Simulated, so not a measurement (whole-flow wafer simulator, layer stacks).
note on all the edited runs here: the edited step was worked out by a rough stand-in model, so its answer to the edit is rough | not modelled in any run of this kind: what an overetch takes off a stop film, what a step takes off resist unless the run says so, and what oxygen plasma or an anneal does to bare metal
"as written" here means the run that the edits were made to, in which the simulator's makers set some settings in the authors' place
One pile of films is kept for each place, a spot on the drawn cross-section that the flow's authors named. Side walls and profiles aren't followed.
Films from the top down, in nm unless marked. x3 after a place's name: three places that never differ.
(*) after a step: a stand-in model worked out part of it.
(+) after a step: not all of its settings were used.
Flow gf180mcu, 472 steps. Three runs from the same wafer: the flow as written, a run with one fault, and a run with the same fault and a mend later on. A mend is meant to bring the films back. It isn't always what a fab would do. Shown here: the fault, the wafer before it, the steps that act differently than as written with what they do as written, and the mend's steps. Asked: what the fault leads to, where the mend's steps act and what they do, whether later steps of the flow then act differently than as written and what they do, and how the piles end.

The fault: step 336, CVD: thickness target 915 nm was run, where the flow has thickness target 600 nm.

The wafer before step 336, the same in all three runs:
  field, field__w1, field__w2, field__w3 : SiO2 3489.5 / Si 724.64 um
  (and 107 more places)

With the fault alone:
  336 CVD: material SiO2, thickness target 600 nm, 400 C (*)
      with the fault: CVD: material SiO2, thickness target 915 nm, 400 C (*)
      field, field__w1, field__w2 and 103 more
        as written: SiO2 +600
        with the fault: SiO2 +915
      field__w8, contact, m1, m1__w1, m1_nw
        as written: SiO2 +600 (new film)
        with the fault: SiO2 +915 (new film)
  Later steps of the flow that act differently than as written:
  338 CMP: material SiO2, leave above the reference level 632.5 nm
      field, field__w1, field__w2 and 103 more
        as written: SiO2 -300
        with the fault: SiO2 -615
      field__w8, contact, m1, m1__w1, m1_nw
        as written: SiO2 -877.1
        with the fault: SiO2 -1192.1
  At the end the piles are the same as the flow's at every place that both follow.

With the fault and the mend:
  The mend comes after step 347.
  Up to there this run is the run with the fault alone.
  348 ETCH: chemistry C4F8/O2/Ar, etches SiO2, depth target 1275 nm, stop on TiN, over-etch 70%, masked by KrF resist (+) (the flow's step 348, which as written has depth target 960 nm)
      field, field__w1, field__w2 and 107 more
        KrF resist -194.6
      contact
        SiO2 -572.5 (all of it)
  No later step of the flow acts differently than as written, at any place that is followed, by more than 2% or 0.5 nm, whichever is larger.
  At the end the piles are the same as the flow's at every place that both follow.
